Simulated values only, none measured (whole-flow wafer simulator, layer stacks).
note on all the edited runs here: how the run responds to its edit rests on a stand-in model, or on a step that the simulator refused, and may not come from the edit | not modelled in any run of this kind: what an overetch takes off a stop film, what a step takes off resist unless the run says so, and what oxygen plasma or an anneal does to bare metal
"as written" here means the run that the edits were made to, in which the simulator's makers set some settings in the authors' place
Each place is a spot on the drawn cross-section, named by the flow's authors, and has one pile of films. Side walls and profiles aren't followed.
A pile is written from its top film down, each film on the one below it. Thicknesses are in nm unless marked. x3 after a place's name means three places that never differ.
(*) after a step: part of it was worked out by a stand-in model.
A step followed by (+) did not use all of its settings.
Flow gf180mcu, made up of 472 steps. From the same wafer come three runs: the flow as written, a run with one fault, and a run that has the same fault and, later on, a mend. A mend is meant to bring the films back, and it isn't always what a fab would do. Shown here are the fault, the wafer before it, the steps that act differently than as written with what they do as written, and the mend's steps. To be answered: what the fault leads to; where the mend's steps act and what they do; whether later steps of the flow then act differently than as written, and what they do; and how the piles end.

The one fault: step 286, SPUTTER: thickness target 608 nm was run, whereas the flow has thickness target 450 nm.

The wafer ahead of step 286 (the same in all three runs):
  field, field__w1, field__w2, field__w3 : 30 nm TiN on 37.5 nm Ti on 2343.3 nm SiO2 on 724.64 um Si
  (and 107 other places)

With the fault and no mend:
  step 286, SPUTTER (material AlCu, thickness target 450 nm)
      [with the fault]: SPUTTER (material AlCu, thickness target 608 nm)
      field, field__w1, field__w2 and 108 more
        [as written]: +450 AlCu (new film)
        [with the fault]: +608 AlCu (new film)
  Steps later in the flow that act otherwise than as written:
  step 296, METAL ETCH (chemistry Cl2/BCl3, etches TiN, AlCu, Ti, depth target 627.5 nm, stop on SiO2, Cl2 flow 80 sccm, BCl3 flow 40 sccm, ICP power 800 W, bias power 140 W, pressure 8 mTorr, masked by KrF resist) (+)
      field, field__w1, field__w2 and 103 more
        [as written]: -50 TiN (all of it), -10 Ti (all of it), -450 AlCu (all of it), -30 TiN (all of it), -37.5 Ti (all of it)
        [with the fault]: -50 TiN (all of it), -10 Ti (all of it), -567.5 AlCu
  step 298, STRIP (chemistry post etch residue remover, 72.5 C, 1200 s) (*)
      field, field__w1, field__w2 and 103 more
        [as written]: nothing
        [with the fault]: -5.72 AlCu
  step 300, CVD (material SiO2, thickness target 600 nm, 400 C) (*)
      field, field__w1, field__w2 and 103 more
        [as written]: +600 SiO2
        [with the fault]: +600 SiO2 (new film)
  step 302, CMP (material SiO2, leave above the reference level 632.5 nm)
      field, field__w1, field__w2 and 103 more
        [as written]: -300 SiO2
        [with the fault]: -244.3 SiO2
  The piles end different from the flow's at field, field__w1, field__w2 and 109 more by more than 2% or 0.5 nm, whichever is larger.
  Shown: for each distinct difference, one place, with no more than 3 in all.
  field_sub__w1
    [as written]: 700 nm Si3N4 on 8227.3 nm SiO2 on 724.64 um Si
    [with the fault]: 700 nm Si3N4 on 5939.7 nm SiO2 on 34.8 nm AlCu on 30 nm TiN on 37.5 nm Ti on 2343.2 nm SiO2 on 724.64 um Si
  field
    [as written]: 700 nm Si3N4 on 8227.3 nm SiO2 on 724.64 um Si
    [with the fault]: 700 nm Si3N4 on 5939.7 nm SiO2 on 34.8 nm AlCu on 30 nm TiN on 37.5 nm Ti on 2343.3 nm SiO2 on 724.64 um Si
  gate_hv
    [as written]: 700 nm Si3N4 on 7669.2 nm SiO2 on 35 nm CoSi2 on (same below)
    [with the fault]: 700 nm Si3N4 on 5939.7 nm SiO2 on 34.8 nm AlCu on 30 nm TiN on 37.5 nm Ti on 1785.1 nm SiO2 on 35 nm CoSi2 on (same below)

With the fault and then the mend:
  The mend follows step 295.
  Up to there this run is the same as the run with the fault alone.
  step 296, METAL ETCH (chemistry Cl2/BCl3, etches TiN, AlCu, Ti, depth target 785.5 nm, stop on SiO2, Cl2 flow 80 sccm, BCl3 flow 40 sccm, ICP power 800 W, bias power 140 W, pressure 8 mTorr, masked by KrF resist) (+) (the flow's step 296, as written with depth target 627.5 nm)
      field, field__w1, field__w2 and 103 more
        -50 TiN (all of it), -10 Ti (all of it), -608 AlCu (all of it), -30 TiN (all of it), -37.5 Ti (all of it)
      field__w8, contact, m1, m1__w1, m1_nw
        -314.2 KrF resist
  Steps later in the flow that act otherwise than as written:
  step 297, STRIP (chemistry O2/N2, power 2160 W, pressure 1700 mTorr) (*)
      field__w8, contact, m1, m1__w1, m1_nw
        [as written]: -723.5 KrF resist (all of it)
        [with the mend]: -660.3 KrF resist (all of it)
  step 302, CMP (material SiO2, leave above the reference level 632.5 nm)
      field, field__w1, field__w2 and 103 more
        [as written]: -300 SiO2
        [with the mend]: -142 SiO2
  The piles end different from the flow's at field__w4, field__w8, gate and 34 more by more than 2% or 0.5 nm, whichever is larger.
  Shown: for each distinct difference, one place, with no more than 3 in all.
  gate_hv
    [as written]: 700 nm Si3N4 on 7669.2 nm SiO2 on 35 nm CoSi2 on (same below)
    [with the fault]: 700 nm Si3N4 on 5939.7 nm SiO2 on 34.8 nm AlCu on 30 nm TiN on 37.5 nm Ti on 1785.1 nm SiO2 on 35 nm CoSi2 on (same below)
    [with the mend]: 700 nm Si3N4 on 7827.2 nm SiO2 on 35 nm CoSi2 on (same below)
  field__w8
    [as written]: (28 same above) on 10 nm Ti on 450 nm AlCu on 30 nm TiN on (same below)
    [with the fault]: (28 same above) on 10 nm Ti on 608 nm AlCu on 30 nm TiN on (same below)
    [with the mend]: (28 same above) on 10 nm Ti on 608 nm AlCu on 30 nm TiN on (same below)
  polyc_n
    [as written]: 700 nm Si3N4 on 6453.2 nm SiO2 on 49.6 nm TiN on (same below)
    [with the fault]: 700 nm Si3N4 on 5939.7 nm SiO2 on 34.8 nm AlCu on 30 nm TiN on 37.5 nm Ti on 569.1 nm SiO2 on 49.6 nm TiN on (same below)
    [with the mend]: 700 nm Si3N4 on 6611.2 nm SiO2 on 49.6 nm TiN on (same below)
